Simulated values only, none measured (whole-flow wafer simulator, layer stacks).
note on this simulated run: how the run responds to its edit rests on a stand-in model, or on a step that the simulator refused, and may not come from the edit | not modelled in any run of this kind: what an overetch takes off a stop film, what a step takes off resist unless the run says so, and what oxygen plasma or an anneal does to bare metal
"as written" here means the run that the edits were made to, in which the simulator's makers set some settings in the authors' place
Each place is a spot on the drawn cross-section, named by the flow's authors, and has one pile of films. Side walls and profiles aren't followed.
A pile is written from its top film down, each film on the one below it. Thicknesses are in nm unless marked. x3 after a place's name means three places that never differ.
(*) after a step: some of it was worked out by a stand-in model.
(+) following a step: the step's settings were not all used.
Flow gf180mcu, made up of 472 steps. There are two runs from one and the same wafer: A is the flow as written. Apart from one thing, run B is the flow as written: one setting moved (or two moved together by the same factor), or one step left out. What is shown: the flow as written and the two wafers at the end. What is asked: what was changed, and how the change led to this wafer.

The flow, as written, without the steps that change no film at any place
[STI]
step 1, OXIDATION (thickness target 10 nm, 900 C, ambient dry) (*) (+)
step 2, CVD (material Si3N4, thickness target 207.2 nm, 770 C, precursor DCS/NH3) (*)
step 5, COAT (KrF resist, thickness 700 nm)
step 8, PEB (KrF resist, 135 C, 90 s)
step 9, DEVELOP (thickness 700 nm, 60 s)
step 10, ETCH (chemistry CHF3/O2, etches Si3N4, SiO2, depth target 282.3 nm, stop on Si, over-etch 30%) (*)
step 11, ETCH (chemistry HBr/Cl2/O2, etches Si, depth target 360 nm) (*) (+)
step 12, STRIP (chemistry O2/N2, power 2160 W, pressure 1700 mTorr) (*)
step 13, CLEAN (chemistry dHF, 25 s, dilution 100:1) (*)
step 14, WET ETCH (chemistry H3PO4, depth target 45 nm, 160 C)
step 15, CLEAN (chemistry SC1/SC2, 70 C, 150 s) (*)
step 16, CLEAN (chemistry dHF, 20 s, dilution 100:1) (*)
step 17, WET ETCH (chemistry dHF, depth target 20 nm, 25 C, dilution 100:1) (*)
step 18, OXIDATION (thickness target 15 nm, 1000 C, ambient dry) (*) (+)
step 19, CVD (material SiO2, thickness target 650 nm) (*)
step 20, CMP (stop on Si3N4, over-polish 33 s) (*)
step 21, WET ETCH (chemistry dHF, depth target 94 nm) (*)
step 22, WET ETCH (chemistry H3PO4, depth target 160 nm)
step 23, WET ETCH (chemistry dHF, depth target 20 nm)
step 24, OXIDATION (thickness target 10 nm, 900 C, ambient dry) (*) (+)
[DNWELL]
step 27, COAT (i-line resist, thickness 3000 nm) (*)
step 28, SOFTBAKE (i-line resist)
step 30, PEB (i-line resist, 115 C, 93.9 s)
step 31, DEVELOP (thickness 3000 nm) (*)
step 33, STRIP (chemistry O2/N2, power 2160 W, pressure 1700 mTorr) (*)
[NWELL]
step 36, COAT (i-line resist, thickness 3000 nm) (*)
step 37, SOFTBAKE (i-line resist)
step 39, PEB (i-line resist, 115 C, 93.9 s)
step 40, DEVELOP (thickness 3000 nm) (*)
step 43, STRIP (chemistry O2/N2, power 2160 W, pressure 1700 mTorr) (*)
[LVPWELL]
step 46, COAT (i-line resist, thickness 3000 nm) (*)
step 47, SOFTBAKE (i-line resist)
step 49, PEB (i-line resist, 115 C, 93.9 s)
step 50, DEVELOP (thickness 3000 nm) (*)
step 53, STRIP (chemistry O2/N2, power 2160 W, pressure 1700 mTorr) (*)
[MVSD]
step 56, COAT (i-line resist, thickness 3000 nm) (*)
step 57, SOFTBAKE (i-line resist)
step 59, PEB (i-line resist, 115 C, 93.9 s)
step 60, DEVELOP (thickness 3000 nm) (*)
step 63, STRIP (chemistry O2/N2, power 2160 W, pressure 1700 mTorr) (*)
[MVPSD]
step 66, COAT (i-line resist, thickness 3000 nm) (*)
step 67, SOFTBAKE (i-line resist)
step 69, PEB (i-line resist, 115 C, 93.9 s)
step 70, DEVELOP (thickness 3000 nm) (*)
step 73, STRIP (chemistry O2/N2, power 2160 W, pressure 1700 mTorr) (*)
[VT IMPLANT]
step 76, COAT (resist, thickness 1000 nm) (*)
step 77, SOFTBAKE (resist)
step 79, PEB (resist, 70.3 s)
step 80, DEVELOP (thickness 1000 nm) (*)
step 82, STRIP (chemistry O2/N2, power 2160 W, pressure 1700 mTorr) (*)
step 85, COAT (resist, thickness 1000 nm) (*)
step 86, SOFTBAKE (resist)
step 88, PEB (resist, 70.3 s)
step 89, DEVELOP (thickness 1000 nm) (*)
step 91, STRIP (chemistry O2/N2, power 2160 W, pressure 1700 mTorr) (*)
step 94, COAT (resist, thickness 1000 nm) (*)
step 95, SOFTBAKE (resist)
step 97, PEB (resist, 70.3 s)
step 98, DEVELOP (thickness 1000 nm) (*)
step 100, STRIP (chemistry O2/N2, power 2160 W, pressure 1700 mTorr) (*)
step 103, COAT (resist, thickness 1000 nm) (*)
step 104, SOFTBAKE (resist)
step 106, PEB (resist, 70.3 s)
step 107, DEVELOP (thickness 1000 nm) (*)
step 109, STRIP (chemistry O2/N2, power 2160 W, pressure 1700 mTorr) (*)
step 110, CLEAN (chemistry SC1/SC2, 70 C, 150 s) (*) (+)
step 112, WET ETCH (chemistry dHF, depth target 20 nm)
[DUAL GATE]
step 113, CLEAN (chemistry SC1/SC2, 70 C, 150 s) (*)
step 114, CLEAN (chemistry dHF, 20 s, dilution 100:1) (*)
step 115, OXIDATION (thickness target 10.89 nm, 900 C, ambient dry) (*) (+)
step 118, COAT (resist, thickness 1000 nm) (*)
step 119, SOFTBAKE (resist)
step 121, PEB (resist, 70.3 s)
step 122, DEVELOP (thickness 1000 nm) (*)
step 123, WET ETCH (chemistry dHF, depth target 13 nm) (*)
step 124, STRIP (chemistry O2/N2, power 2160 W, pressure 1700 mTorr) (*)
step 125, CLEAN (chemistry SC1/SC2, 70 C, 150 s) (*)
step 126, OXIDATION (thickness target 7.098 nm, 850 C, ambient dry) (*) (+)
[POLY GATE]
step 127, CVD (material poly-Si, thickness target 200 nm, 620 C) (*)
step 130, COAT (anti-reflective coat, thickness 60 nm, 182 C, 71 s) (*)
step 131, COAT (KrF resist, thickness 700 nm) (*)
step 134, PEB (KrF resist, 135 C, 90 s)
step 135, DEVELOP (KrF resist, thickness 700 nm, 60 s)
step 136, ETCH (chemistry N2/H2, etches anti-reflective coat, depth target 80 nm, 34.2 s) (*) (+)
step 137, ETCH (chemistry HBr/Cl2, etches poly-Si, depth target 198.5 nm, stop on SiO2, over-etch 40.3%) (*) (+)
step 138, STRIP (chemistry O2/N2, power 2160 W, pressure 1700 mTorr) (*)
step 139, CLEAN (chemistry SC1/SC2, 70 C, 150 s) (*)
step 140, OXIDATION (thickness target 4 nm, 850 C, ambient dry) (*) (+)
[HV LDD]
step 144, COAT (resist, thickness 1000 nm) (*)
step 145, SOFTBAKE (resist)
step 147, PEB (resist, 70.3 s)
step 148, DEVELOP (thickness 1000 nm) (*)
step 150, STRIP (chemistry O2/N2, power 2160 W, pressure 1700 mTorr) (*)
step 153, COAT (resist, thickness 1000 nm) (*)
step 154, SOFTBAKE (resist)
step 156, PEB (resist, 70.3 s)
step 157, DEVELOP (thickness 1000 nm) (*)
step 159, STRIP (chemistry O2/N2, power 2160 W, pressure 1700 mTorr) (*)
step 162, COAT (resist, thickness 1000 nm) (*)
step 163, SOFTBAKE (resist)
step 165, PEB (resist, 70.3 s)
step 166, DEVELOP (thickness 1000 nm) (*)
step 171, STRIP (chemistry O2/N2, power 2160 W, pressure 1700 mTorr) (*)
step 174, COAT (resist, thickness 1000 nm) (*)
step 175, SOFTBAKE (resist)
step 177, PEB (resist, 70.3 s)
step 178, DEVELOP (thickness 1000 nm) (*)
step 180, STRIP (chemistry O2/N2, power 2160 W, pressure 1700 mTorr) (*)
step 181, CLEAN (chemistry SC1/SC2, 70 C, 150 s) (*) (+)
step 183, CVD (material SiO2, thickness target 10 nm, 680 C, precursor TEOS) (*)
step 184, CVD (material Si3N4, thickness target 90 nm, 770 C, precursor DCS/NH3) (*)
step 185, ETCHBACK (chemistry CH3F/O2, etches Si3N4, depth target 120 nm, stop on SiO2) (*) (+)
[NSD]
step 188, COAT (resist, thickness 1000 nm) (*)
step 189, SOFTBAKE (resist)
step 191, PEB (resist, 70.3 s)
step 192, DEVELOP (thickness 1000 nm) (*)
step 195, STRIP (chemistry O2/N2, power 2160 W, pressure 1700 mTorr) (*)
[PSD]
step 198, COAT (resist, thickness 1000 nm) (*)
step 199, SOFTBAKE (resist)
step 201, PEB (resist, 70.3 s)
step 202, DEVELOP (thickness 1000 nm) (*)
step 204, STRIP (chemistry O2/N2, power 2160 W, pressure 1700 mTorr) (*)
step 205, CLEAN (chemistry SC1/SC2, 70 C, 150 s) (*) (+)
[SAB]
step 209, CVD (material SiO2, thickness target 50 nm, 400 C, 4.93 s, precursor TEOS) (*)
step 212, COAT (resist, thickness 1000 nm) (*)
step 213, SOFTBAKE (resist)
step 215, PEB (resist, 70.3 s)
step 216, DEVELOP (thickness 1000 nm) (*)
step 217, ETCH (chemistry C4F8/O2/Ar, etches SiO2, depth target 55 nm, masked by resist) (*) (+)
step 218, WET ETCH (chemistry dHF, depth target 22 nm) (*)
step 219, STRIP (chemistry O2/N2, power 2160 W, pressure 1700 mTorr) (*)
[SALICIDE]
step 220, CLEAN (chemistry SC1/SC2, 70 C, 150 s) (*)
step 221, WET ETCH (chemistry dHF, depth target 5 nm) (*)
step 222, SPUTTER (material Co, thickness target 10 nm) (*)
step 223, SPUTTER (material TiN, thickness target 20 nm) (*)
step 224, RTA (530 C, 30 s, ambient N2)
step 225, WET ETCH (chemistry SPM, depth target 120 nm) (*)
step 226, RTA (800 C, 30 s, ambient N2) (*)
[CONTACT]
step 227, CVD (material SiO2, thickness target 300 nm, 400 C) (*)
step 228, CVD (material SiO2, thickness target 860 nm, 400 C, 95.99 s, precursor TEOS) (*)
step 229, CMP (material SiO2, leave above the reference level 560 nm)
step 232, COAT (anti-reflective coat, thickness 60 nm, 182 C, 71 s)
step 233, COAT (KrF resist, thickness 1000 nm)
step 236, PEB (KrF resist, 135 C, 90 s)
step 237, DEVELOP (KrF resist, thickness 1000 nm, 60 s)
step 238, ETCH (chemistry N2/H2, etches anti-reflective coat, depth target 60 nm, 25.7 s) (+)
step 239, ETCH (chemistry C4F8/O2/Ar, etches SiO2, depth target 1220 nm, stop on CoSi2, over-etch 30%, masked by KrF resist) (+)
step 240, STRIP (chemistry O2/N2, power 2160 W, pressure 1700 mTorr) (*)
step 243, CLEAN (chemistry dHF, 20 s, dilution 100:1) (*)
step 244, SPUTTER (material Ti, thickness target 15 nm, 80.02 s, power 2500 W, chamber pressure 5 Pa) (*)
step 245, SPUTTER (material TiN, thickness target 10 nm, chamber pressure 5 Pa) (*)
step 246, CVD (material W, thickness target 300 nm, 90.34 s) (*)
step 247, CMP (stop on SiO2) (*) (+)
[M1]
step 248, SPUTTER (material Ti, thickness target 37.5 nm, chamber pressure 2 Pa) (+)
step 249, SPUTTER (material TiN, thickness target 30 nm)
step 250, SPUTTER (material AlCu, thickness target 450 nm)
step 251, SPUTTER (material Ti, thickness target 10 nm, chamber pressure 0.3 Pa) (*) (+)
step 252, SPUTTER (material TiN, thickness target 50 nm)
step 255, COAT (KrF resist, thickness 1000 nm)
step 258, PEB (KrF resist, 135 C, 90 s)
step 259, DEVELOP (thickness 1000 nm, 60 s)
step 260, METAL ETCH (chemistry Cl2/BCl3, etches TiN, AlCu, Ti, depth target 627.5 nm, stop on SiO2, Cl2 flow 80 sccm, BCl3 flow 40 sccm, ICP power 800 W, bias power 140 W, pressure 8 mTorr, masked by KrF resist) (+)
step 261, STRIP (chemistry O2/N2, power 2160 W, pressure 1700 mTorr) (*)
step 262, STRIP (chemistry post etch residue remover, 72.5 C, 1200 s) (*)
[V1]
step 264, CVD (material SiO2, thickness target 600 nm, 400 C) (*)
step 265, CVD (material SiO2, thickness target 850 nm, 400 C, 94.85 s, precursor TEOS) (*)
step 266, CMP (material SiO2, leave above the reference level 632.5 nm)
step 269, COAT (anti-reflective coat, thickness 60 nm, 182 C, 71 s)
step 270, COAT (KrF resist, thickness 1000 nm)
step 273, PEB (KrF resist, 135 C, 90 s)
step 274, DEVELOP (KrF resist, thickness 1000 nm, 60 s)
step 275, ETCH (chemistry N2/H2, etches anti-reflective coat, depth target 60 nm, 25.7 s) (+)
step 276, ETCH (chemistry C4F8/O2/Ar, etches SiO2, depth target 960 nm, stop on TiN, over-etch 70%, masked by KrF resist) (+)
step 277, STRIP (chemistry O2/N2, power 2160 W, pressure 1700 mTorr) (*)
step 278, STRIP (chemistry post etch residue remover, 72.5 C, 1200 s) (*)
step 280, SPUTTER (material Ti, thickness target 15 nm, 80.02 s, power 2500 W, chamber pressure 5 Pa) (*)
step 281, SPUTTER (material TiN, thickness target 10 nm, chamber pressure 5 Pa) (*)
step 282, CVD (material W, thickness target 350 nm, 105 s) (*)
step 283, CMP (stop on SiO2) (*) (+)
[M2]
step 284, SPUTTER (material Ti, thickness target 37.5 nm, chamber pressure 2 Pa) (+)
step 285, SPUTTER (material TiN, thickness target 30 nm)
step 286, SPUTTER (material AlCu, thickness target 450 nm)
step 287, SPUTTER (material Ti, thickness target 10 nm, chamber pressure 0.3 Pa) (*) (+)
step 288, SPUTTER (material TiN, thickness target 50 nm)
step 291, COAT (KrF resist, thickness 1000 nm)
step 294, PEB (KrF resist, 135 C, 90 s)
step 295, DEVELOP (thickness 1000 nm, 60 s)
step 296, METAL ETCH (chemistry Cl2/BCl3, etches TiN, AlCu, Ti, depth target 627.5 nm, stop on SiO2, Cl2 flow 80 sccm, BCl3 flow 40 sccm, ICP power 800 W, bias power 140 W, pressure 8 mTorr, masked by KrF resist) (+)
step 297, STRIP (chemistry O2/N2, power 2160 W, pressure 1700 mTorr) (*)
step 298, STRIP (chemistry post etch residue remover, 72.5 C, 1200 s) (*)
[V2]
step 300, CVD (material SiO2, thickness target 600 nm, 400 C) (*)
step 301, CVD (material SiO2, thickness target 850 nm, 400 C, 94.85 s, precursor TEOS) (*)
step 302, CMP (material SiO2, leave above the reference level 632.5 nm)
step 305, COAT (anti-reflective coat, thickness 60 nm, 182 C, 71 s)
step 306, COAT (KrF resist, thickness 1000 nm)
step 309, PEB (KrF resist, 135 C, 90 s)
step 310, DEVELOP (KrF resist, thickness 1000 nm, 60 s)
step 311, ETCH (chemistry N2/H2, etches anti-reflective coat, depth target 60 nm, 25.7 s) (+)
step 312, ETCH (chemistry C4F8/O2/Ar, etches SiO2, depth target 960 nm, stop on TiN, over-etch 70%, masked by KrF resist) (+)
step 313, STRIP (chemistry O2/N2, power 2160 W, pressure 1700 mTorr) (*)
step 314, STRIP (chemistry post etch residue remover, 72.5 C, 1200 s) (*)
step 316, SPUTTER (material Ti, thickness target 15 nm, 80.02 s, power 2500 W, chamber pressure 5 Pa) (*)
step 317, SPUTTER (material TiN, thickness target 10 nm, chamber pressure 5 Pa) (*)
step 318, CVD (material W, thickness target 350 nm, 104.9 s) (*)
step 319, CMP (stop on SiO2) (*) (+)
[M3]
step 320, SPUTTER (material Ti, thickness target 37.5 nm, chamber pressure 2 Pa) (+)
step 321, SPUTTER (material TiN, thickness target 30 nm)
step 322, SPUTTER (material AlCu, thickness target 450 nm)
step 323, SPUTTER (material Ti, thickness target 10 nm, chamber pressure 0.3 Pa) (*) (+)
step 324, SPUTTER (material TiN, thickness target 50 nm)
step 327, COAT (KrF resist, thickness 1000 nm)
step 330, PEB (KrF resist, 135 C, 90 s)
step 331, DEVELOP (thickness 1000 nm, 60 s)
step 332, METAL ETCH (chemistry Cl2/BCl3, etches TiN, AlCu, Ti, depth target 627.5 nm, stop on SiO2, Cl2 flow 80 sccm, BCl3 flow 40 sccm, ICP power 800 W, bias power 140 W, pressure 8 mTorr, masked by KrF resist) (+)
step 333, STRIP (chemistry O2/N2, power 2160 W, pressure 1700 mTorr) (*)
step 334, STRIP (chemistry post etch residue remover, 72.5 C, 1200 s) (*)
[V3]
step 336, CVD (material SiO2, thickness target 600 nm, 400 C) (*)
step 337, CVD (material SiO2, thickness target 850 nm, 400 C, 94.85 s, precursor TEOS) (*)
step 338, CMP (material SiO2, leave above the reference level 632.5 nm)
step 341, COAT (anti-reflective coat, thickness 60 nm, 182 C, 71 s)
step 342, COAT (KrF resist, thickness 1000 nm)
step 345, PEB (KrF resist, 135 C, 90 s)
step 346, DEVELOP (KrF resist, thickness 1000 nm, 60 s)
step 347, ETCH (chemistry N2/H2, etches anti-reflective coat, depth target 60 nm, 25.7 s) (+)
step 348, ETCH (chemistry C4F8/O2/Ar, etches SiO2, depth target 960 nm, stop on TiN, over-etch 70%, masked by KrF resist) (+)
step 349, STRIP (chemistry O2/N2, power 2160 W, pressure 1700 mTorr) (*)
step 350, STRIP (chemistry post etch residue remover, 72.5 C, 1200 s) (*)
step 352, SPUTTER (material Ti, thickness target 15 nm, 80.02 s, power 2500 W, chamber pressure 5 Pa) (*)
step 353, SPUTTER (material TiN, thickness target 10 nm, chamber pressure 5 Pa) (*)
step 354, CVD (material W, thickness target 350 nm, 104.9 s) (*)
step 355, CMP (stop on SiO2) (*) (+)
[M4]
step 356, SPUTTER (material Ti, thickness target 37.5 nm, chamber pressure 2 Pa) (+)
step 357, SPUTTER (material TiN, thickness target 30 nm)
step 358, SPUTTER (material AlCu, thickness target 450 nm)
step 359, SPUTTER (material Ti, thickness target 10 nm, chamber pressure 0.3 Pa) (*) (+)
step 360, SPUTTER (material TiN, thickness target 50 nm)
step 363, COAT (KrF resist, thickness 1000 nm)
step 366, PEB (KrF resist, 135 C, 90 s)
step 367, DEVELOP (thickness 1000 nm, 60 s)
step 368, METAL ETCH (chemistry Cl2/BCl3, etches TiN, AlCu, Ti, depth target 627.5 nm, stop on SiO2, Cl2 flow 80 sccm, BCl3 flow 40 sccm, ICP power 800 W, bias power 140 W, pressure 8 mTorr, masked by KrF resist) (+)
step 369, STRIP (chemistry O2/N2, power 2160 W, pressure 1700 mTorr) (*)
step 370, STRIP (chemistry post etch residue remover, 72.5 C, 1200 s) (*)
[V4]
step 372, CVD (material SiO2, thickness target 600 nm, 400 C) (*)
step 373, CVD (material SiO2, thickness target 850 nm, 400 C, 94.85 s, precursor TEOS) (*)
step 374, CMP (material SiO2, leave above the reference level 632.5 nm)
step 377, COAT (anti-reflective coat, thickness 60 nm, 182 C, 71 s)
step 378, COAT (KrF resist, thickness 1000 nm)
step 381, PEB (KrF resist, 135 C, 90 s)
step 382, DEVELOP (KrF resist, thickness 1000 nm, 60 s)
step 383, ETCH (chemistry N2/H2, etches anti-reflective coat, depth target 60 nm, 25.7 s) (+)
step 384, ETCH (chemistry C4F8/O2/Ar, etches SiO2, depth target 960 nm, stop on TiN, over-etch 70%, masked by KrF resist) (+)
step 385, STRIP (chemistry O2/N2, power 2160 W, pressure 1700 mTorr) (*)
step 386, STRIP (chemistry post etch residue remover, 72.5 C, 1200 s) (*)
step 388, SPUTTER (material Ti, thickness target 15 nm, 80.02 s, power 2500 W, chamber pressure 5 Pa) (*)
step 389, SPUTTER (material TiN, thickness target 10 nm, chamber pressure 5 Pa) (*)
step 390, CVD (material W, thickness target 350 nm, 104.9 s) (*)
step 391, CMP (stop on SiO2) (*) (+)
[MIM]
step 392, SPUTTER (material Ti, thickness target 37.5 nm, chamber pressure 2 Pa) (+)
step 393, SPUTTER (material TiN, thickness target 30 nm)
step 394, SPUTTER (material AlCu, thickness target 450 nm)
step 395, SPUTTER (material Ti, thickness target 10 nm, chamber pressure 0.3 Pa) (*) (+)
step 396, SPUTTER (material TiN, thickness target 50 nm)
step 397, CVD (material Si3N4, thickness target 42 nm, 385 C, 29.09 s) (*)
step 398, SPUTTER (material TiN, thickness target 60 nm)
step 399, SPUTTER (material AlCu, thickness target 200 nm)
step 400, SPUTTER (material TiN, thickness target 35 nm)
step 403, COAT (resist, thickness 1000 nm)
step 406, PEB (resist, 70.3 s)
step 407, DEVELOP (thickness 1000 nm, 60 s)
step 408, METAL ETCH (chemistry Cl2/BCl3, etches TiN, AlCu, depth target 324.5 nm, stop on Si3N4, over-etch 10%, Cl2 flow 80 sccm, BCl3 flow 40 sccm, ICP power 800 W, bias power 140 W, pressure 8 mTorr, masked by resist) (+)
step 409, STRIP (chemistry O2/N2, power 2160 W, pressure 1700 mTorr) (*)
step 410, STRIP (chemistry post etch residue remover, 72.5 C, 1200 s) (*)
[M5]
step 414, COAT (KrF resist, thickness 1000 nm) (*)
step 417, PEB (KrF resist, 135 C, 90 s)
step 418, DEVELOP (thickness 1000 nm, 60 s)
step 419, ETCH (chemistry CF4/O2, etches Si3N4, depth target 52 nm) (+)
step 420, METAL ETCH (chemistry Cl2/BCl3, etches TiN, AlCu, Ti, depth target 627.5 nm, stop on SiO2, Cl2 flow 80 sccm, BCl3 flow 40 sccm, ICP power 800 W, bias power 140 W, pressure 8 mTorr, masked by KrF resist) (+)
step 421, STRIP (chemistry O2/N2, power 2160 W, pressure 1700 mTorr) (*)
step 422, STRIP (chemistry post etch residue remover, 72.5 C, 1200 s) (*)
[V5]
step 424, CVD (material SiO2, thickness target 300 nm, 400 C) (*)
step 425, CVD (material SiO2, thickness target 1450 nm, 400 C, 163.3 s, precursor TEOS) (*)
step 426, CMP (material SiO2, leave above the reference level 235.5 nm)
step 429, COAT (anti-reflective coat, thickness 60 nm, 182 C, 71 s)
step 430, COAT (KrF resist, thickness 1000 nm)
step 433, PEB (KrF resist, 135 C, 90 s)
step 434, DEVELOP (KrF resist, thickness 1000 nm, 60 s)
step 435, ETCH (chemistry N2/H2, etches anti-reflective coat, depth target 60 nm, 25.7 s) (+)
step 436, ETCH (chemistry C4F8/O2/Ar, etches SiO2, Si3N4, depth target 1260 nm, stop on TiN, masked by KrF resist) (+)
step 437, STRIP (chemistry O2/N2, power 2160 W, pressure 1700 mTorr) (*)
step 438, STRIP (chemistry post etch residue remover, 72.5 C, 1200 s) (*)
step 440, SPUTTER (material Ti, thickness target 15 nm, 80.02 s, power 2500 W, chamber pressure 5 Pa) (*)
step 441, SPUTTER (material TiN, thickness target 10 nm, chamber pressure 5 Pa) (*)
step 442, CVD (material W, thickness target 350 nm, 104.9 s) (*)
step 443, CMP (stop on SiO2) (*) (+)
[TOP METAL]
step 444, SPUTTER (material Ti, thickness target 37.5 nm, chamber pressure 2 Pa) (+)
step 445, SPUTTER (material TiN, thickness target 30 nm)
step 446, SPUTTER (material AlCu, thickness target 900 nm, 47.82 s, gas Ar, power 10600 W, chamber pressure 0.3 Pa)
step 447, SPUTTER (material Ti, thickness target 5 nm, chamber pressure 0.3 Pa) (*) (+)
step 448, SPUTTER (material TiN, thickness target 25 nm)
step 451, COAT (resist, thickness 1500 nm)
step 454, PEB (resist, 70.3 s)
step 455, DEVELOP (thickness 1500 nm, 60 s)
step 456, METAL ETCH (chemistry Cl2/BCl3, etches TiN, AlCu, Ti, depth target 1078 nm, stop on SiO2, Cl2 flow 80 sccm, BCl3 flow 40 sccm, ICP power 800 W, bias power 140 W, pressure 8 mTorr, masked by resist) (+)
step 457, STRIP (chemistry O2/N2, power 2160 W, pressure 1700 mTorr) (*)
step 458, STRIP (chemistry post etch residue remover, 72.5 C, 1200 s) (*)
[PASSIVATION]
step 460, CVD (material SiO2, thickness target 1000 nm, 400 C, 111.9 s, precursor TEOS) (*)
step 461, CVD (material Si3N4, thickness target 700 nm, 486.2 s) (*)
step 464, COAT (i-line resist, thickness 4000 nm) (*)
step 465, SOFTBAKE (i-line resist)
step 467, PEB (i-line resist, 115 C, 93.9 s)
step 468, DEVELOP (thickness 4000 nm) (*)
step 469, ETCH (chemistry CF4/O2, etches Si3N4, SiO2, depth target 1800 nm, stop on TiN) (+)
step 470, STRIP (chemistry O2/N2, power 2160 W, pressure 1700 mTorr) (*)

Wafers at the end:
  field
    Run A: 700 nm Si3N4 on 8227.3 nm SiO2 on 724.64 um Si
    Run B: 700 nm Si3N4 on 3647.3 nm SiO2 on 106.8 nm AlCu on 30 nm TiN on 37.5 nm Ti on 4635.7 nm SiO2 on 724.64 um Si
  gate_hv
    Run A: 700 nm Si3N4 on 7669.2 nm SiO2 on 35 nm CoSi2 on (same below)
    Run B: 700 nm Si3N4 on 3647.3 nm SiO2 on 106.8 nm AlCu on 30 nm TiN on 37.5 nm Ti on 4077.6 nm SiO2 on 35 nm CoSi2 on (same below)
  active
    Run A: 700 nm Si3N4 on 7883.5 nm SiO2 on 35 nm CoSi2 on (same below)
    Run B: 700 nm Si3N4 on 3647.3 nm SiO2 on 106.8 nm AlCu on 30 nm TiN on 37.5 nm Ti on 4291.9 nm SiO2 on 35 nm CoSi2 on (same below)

The reason: step 358, SPUTTER: thickness target 680 nm was run, whereas the flow has thickness target 450 nm.

Step by step, how the change led to this:
  step 358, SPUTTER (material AlCu, thickness target 450 nm)
      field, field__w1, field__w2 and 108 more: A AlCu gains 450 (new film) | B AlCu gains 680 (new film)
  step 368, METAL ETCH (chemistry Cl2/BCl3, etches TiN, AlCu, Ti, depth target 627.5 nm, stop on SiO2, Cl2 flow 80 sccm, BCl3 flow 40 sccm, ICP power 800 W, bias power 140 W, pressure 8 mTorr, masked by KrF resist) (+)
      field, field__w1, field__w2 and 103 more: A TiN loses 50 (all of it), Ti loses 10 (all of it), AlCu loses 450 (all of it), TiN loses 30 (all of it), Ti loses 37.5 (all of it) | B TiN loses 50 (all of it), Ti loses 10 (all of it), AlCu loses 567.5
  step 370, STRIP (chemistry post etch residue remover, 72.5 C, 1200 s) (*)
      field, field__w1, field__w2 and 103 more: A nothing | B AlCu loses 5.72
  step 372, CVD (material SiO2, thickness target 600 nm, 400 C) (*)
      field, field__w1, field__w2 and 103 more: A SiO2 gains 600 | B SiO2 gains 600 (new film)
  step 374, CMP (material SiO2, leave above the reference level 632.5 nm)
      field, field__w1, field__w2 and 103 more: A SiO2 loses 300 | B SiO2 loses 244.3
Taking metal films that touch as one body, field has 1 body; the flow as written gives 0 bodies.
Taking metal films that touch as one body, gate_hv has 2 bodies (between them, from the top down: SiO2 4077.6); the flow as written gives 1 body.
Taking metal films that touch as one body, active has 2 bodies (between them, from the top down: SiO2 4291.9); the flow as written gives 1 body.
